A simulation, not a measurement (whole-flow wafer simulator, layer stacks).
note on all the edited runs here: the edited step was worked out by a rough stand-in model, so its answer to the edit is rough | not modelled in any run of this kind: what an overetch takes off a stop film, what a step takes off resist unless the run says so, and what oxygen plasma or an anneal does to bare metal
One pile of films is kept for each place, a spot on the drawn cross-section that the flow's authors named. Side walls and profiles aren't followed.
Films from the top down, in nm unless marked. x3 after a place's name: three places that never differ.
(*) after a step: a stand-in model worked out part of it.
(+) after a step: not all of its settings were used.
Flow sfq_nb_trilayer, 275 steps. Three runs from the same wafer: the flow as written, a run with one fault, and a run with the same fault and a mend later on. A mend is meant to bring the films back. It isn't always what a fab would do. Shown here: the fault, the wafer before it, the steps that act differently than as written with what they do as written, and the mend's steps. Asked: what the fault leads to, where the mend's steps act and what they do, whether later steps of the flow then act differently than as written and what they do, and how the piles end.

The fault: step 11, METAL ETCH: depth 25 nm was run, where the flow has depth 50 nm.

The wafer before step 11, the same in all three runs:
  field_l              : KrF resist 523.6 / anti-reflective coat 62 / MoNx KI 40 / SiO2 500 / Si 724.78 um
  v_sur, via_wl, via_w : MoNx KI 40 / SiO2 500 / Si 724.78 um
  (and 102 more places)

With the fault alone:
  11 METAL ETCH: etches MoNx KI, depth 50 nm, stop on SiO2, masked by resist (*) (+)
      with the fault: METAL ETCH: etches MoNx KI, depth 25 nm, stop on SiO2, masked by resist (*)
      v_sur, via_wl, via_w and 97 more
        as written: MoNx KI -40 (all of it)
        with the fault: MoNx KI -25
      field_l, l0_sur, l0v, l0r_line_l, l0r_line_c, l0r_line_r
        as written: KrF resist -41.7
        with the fault: KrF resist -20.8
  Later steps of the flow that act differently than as written (8 more steps differ only slightly, by at most 2% or 0.5 nm, whichever is larger, and aren't shown):
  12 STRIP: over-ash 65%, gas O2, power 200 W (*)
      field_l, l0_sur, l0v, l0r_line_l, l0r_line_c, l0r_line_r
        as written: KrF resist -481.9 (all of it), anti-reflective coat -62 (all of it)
        with the fault: KrF resist -502.7 (all of it), anti-reflective coat -62 (all of it)
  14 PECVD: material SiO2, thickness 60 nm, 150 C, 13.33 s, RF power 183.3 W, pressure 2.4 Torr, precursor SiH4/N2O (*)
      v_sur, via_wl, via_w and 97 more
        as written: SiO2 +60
        with the fault: SiO2 +60 (new film)
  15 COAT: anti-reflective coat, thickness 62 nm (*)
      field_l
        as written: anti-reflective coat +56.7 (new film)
        with the fault: anti-reflective coat +58.5 (new film)
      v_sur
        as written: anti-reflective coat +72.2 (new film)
        with the fault: anti-reflective coat +68.5 (new film)
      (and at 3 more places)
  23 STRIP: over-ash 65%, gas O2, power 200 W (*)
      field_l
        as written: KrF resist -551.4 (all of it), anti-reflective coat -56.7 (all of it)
        with the fault: KrF resist -554.6 (all of it), anti-reflective coat -58.5 (all of it)
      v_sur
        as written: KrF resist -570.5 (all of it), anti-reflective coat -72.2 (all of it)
        with the fault: KrF resist -566.2 (all of it), anti-reflective coat -68.5 (all of it)
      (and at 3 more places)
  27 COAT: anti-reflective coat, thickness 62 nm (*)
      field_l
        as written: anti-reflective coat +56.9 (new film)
        with the fault: anti-reflective coat +58.6 (new film)
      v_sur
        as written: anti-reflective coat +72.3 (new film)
        with the fault: anti-reflective coat +68.4 (new film)
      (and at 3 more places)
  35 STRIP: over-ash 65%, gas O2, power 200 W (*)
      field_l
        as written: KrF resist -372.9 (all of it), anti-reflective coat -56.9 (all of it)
        with the fault: KrF resist -376.4 (all of it), anti-reflective coat -58.6 (all of it)
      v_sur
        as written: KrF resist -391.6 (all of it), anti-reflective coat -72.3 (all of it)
        with the fault: KrF resist -388.1 (all of it), anti-reflective coat -68.4 (all of it)
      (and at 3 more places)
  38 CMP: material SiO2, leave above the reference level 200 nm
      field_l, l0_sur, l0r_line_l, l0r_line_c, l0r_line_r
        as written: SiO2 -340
        with the fault: SiO2 -325
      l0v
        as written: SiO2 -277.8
        with the fault: SiO2 -262.8
  At the end the piles differ from the flow's by more than 2% or 0.5 nm, whichever is larger, at v_sur, via_wl, via_w and 97 more.
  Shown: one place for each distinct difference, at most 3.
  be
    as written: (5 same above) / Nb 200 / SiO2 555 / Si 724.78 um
    with the fault: (5 same above) / Nb 200 / SiO2 55 / MoNx KI 15 / SiO2 500 / Si 724.78 um
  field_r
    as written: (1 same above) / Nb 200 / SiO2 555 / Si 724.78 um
    with the fault: (1 same above) / Nb 200 / SiO2 55 / MoNx KI 15 / SiO2 500 / Si 724.78 um
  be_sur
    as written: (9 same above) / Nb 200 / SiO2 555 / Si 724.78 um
    with the fault: (9 same above) / Nb 200 / SiO2 55 / MoNx KI 15 / SiO2 500 / Si 724.78 um

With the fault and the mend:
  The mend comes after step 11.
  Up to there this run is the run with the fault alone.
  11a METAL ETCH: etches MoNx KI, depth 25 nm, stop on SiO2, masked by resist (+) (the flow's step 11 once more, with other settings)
      v_sur, via_wl, via_w and 97 more
        MoNx KI -15 (all of it)
      field_l, l0_sur, l0v, l0r_line_l, l0r_line_c, l0r_line_r
        KrF resist -18.8
  No later step of the flow acts differently than as written, at any place that is followed, by more than 2% or 0.5 nm, whichever is larger.
  At the end the piles are the same as the flow's at every place that both follow.
